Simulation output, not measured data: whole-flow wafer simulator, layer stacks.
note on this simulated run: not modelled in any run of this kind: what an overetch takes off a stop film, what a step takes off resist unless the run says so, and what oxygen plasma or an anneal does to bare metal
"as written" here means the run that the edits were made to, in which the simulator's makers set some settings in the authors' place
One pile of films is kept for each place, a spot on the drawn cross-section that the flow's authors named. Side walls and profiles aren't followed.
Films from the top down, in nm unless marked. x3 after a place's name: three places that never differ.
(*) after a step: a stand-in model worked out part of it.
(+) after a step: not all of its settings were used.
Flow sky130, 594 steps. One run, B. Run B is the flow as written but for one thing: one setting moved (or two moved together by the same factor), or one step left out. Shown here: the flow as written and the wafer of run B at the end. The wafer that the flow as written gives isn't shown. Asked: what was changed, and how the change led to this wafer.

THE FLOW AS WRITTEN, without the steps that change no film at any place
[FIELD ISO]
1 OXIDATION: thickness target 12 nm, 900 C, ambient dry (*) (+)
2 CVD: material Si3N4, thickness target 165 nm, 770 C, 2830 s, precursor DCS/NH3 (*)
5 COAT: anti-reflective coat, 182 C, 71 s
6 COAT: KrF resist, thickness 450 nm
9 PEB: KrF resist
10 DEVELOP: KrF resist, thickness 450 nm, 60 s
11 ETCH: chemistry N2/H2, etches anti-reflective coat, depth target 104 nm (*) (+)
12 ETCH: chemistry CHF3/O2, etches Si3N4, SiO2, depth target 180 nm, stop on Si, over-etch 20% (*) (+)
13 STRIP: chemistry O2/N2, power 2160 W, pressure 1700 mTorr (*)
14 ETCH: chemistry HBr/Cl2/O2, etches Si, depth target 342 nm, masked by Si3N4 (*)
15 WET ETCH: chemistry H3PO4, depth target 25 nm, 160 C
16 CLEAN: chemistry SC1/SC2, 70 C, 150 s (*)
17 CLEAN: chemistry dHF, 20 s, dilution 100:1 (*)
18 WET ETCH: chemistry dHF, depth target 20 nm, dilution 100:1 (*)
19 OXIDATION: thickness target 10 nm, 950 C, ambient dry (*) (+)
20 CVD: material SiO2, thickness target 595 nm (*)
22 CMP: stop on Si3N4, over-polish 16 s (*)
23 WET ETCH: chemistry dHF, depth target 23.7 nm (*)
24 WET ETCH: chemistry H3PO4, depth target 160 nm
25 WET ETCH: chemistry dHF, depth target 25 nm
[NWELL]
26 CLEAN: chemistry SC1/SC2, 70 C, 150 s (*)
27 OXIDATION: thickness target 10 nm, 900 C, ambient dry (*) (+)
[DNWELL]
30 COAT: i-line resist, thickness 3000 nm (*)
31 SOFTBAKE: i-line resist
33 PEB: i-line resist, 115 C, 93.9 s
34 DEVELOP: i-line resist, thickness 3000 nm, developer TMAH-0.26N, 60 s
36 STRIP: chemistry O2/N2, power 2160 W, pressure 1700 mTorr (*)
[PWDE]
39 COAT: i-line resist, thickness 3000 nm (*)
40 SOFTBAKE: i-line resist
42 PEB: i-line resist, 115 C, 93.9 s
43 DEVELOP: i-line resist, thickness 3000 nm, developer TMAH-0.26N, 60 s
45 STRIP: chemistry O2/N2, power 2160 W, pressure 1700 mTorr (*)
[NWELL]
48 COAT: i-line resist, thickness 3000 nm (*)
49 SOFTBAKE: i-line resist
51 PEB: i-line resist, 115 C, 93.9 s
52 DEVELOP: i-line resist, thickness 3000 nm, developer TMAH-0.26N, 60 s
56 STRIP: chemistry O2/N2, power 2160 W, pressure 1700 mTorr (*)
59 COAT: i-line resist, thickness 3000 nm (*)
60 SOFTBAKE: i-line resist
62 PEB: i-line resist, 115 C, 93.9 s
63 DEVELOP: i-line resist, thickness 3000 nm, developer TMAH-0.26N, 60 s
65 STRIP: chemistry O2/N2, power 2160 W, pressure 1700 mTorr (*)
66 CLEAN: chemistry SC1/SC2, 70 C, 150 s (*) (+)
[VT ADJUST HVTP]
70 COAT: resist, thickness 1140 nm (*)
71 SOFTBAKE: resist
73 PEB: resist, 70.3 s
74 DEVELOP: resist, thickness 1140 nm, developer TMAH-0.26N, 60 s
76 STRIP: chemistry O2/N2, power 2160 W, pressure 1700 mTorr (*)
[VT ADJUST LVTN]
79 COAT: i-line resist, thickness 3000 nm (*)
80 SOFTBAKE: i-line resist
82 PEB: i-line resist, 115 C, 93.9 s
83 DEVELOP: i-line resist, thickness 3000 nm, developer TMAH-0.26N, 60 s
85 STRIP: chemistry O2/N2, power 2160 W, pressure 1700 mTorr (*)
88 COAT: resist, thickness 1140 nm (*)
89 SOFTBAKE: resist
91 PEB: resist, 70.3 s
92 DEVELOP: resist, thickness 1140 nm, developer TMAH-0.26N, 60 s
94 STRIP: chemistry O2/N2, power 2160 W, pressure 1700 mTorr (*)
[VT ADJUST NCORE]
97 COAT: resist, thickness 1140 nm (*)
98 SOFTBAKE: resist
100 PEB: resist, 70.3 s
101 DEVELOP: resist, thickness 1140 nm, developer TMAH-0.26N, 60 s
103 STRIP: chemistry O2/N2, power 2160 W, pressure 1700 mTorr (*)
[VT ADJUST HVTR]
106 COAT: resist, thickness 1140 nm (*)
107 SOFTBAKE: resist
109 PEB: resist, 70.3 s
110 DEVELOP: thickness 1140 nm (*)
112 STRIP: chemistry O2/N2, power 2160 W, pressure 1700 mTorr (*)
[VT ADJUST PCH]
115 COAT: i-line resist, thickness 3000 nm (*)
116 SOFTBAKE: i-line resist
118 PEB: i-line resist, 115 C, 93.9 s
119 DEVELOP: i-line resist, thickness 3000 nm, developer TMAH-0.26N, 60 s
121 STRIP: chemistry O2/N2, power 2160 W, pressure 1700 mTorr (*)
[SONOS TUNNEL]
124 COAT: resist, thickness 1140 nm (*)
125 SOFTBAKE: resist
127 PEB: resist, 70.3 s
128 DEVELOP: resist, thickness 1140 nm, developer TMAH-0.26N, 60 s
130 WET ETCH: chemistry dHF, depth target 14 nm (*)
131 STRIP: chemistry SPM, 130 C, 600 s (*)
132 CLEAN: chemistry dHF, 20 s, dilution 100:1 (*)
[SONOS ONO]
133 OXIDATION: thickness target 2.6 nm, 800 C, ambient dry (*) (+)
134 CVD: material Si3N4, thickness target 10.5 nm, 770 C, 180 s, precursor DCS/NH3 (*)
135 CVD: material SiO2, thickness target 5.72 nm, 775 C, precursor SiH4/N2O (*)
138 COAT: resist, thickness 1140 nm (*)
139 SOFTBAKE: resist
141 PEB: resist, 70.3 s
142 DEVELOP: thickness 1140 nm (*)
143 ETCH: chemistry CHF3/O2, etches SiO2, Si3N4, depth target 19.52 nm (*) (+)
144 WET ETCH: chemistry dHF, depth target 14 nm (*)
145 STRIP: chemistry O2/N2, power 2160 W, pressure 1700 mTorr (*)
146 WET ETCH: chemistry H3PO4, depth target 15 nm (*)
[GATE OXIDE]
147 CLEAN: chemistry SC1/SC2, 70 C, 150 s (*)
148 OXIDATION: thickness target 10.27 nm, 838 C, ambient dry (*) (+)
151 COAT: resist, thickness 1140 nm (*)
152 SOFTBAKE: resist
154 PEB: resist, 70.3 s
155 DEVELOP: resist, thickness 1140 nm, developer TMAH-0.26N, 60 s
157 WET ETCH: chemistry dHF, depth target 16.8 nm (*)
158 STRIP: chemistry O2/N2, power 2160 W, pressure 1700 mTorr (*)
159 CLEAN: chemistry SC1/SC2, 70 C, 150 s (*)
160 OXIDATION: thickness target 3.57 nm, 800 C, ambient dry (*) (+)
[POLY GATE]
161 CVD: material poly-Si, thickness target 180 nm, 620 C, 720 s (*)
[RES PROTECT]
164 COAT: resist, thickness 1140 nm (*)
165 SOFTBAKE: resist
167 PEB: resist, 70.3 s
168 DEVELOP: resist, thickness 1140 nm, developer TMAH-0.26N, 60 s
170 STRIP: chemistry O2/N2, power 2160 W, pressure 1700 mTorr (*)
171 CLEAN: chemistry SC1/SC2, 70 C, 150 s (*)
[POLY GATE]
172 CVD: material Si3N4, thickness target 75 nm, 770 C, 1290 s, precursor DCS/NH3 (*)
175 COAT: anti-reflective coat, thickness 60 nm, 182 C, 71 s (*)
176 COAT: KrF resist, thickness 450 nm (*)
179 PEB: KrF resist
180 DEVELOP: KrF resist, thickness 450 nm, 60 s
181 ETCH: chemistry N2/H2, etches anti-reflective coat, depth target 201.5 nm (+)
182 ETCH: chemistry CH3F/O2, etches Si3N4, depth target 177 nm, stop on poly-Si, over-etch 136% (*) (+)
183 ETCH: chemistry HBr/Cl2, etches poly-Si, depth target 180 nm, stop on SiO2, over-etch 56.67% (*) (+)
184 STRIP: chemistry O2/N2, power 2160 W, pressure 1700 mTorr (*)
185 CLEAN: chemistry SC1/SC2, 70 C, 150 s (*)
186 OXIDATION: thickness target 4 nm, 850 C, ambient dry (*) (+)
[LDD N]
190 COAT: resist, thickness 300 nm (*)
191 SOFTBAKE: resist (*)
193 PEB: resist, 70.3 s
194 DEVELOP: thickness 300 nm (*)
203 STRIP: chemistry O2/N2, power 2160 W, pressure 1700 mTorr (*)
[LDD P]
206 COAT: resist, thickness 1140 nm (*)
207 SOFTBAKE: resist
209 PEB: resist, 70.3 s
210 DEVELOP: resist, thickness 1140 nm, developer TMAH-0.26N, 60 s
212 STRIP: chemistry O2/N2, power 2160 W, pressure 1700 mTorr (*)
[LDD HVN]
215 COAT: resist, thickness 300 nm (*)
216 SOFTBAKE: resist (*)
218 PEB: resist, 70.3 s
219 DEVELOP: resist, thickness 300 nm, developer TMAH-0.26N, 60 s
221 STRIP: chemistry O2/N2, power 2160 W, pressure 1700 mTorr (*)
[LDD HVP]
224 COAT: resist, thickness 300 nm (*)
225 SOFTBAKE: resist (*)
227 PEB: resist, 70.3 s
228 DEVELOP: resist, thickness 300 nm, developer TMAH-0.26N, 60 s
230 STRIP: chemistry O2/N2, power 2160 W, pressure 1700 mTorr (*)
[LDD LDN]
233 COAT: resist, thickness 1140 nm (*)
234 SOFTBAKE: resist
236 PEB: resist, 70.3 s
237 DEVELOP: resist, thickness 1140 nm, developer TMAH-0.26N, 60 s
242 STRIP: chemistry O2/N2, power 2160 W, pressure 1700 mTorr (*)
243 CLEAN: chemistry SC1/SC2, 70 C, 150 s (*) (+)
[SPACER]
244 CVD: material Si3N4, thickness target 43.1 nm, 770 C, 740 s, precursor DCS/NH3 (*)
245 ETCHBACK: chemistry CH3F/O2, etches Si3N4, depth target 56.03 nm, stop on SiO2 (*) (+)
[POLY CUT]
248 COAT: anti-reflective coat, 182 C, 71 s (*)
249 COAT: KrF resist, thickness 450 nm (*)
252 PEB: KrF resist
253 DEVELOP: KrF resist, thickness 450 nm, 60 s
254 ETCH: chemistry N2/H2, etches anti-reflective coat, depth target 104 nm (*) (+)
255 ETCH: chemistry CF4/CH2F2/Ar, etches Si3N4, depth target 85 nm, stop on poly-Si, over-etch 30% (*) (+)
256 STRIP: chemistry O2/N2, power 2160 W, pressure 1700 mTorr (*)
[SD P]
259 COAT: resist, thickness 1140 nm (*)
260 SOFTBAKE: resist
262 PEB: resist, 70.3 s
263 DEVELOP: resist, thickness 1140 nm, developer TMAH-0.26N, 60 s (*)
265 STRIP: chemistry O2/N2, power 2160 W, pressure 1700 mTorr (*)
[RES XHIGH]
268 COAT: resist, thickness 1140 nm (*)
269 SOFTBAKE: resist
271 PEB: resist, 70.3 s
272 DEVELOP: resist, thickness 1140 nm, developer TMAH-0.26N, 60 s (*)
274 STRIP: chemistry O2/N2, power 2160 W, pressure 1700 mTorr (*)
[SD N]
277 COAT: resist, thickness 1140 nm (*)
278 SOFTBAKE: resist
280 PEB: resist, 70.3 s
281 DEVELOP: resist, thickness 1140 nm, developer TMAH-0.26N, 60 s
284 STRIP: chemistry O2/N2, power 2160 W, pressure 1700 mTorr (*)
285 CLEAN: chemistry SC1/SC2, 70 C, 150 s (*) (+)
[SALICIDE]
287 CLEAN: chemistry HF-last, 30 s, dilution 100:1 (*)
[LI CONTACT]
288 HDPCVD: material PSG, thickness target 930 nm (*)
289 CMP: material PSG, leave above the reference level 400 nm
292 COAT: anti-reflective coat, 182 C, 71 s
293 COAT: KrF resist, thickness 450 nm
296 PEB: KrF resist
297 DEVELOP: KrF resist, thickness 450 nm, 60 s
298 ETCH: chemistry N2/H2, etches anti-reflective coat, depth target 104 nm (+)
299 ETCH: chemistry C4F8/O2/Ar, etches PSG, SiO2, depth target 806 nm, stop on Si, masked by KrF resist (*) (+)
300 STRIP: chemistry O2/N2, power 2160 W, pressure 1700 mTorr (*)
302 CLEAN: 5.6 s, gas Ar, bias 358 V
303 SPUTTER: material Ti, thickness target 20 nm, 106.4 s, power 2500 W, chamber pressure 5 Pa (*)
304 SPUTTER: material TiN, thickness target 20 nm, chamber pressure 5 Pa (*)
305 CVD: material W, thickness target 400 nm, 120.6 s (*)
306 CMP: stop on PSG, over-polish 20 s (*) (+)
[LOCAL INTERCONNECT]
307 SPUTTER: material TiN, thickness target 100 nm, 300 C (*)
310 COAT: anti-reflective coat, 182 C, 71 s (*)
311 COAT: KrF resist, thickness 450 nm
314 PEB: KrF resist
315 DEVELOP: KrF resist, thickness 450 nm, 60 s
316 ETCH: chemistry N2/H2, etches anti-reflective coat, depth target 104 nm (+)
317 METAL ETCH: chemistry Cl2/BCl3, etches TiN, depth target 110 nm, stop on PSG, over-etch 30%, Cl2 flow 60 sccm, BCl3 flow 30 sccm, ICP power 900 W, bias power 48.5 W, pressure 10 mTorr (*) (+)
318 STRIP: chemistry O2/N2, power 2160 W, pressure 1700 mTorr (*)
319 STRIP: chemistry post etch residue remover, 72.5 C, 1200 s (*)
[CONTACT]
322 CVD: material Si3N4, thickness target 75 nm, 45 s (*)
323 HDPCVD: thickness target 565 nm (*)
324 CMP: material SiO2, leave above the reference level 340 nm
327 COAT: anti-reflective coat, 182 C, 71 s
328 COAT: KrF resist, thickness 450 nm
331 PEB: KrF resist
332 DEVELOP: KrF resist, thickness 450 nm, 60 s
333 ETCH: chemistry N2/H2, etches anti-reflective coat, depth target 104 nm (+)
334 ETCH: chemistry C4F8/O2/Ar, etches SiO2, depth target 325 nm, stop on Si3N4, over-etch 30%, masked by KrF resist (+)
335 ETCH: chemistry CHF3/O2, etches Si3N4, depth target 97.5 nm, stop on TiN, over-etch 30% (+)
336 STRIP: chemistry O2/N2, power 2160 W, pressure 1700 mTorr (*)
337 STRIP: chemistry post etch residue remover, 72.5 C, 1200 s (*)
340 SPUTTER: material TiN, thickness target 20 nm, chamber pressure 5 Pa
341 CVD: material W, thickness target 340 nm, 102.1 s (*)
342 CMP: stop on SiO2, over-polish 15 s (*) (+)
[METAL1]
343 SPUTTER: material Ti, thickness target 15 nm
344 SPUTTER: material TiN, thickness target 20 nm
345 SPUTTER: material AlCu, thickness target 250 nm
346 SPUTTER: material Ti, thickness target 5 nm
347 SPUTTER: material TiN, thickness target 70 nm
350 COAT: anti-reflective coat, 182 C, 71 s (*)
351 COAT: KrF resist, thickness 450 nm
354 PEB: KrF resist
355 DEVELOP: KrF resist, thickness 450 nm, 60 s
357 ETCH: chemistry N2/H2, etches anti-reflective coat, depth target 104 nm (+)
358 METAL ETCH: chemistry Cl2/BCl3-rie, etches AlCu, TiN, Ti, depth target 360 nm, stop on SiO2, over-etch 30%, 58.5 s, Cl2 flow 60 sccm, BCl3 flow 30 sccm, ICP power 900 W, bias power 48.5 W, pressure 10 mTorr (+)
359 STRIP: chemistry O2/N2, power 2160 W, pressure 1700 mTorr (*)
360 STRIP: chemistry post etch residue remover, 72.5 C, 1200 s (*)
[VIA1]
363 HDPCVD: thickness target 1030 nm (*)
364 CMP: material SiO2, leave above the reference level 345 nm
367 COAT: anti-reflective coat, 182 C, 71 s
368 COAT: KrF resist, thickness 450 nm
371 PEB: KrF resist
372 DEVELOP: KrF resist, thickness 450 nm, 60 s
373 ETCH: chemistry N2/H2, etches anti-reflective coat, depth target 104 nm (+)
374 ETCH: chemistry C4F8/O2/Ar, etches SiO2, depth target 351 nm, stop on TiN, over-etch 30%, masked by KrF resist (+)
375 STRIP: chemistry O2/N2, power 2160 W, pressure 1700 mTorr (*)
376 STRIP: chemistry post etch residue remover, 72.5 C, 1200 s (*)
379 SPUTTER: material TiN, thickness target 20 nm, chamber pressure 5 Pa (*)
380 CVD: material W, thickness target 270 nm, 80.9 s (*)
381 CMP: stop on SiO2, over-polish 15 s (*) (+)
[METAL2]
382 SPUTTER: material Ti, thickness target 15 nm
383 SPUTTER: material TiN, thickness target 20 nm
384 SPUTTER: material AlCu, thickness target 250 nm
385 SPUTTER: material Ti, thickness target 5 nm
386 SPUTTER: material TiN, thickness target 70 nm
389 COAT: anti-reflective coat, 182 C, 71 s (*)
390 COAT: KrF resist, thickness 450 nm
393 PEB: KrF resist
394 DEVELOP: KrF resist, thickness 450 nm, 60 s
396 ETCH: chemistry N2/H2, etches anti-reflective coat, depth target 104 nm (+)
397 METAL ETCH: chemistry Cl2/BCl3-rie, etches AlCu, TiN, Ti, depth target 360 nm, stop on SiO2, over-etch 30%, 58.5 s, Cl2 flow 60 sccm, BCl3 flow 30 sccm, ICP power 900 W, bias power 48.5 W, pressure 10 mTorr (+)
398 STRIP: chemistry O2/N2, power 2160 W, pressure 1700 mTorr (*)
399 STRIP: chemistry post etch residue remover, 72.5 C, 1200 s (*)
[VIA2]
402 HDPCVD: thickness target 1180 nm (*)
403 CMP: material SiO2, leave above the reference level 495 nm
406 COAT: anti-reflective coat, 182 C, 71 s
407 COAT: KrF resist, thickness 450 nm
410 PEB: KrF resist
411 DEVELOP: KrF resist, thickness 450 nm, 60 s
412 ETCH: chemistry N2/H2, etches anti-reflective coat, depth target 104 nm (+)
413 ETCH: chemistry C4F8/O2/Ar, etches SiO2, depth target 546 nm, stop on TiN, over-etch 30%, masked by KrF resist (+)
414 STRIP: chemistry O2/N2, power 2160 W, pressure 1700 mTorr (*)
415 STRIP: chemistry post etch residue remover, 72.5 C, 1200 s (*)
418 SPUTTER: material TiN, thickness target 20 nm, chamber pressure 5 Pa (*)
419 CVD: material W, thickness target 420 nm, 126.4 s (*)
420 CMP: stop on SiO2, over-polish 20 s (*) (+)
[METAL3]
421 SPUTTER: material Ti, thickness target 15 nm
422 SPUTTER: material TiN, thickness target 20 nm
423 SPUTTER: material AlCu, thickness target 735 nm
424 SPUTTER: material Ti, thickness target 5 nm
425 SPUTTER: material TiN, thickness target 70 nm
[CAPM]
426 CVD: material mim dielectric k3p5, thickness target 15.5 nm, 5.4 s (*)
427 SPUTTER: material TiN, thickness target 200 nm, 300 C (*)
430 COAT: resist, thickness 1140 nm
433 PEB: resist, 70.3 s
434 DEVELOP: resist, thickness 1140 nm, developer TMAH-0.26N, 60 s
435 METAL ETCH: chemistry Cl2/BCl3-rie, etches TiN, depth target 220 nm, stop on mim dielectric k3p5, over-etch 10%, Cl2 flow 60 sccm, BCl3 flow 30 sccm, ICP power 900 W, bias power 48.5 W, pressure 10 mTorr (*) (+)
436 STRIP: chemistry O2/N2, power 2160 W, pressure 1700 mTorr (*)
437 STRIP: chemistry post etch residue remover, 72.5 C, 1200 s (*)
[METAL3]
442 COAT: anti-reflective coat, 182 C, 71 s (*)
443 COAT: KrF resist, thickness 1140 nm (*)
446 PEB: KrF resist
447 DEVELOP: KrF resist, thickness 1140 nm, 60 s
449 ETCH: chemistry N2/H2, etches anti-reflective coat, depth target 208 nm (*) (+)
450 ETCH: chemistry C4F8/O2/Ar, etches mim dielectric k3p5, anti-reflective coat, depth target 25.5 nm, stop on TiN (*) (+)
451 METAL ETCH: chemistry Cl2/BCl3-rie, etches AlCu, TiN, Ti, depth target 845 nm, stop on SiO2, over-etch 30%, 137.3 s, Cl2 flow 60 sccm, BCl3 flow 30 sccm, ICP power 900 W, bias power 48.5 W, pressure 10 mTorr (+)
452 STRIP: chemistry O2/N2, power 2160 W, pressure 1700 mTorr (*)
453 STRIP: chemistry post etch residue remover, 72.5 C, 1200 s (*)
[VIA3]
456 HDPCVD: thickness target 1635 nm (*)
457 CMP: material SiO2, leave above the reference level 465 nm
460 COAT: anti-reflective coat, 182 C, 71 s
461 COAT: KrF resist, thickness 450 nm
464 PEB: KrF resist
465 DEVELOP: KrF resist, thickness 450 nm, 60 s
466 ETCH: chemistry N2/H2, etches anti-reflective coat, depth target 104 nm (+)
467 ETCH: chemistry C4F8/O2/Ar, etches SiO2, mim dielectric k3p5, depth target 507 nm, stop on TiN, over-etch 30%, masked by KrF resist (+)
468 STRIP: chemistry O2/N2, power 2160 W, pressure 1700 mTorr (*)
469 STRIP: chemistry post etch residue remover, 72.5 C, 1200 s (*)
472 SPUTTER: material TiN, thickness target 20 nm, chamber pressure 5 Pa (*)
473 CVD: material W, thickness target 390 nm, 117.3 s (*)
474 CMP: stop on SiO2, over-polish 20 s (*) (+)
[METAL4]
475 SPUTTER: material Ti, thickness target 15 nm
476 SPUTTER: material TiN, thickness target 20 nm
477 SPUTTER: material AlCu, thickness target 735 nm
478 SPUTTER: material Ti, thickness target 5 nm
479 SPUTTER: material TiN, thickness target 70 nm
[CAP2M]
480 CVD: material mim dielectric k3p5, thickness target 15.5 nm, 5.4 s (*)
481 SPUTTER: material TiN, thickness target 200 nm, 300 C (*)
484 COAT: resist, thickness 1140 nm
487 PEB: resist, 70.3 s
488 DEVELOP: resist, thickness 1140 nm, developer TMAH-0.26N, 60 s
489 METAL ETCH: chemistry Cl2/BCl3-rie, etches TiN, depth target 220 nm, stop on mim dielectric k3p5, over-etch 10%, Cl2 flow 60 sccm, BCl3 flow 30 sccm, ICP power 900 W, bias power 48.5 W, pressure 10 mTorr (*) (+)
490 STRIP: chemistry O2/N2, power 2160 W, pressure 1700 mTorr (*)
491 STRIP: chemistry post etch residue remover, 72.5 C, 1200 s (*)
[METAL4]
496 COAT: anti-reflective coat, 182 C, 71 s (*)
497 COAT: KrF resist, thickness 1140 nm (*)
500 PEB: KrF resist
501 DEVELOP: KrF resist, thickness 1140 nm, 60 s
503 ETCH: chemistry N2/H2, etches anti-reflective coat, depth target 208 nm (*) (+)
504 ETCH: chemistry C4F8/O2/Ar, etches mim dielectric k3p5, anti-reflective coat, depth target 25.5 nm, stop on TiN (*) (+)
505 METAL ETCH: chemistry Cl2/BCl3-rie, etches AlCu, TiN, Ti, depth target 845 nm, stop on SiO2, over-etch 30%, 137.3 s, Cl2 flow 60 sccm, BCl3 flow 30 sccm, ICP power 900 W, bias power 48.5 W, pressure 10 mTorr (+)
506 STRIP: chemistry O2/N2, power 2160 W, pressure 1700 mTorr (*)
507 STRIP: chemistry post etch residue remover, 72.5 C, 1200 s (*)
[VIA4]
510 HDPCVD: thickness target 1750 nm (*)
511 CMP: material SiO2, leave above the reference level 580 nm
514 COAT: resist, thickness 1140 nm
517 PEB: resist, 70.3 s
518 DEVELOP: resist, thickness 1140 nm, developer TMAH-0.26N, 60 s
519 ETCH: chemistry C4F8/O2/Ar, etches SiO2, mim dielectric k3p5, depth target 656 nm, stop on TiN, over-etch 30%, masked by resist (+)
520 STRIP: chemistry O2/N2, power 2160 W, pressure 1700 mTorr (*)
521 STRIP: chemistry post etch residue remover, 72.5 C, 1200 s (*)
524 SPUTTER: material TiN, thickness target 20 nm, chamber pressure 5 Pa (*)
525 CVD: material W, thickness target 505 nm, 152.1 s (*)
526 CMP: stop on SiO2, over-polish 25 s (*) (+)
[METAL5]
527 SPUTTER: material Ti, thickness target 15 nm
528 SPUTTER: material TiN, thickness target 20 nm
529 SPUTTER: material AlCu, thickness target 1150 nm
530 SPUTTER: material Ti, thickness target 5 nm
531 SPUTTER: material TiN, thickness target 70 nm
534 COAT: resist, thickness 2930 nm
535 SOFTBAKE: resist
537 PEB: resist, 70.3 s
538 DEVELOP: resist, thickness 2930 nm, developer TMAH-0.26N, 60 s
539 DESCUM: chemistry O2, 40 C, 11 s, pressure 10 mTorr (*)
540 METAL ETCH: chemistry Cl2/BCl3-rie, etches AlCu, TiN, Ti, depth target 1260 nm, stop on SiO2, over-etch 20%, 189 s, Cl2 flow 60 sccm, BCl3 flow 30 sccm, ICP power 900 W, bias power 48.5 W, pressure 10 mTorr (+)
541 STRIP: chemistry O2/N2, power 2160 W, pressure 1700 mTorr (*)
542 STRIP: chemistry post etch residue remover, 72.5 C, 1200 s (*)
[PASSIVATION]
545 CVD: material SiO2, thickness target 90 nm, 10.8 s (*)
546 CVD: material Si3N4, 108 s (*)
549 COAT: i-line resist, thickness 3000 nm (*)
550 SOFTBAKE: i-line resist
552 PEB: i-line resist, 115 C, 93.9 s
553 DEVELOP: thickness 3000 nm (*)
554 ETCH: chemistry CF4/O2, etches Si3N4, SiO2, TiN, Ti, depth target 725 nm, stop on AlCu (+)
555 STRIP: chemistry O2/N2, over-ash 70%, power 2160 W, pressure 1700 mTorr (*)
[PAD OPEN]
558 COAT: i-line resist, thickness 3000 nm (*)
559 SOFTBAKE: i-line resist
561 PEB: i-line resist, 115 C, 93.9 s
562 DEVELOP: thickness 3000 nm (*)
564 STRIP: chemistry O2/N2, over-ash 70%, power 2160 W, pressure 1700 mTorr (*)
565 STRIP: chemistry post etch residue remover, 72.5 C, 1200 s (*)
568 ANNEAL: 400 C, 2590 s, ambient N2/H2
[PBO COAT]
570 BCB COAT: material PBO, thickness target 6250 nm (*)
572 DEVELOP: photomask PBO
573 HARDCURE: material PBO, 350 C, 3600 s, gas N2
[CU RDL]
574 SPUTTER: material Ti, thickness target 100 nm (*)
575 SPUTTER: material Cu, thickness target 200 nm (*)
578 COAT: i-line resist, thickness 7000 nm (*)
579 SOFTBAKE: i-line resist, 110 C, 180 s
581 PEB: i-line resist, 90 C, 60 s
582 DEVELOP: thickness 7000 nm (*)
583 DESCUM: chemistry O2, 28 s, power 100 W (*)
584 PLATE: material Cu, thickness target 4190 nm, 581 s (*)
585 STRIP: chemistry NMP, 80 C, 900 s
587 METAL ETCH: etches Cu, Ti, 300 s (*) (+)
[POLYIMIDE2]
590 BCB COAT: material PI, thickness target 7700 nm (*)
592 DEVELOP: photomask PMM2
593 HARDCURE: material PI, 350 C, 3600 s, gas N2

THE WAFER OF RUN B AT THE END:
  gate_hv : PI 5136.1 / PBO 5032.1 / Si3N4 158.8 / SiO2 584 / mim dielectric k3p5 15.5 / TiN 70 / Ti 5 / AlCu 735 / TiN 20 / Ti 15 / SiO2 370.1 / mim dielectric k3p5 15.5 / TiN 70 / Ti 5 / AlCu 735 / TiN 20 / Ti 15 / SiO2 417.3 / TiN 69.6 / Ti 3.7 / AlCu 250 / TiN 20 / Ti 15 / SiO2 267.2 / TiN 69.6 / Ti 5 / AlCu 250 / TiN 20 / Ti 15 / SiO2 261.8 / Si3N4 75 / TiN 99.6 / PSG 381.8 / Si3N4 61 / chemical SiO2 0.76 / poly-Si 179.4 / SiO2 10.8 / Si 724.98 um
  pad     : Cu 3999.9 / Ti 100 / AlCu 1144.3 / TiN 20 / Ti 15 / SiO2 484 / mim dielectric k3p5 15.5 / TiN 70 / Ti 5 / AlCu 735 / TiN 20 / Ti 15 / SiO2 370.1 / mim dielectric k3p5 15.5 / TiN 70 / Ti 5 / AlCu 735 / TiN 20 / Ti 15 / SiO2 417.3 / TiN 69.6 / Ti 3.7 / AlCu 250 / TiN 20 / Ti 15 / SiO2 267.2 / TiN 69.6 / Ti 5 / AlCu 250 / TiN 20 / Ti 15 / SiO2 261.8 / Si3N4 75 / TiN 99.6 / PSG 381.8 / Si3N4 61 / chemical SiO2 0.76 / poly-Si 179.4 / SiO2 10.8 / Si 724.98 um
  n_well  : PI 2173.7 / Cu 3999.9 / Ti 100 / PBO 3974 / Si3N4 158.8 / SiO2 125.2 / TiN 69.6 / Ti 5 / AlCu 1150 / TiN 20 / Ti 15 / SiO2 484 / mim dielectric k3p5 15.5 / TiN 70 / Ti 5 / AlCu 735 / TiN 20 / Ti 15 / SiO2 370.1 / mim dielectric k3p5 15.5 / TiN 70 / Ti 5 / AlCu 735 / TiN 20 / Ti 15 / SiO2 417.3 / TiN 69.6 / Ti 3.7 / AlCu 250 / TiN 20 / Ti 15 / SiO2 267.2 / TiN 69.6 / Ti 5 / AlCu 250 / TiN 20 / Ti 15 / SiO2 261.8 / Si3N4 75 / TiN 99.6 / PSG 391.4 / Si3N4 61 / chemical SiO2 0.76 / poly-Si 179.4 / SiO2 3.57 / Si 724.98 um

The cause: step 385, SPUTTER: thickness target 3.7 nm was run, where the flow has thickness target 5 nm.
It can be read off the wafer: gate_hv has Ti 3.7, and step 385 as written asks for 5 nm.

How the change led to this, step by step:
  385 SPUTTER: material Ti, thickness target 5 nm
      field, active, n_well and 188 more: Ti +3.7 (new film) (as written it would be: Ti +5 (new film))
  397 METAL ETCH: chemistry Cl2/BCl3-rie, etches AlCu, TiN, Ti, depth target 360 nm, stop on SiO2, over-etch 30%, 58.5 s, Cl2 flow 60 sccm, BCl3 flow 30 sccm, ICP power 900 W, bias power 48.5 W, pressure 10 mTorr (+)
      field, active, gate and 82 more: TiN -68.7 (all of it), Ti -3.7 (all of it), AlCu -250 (all of it), TiN -20 (all of it), Ti -15 (all of it), SiO2 -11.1 (as written it would be: TiN -68.7 (all of it), Ti -5 (all of it), AlCu -250 (all of it), TiN -20 (all of it), Ti -15 (all of it), SiO2 -10.9)
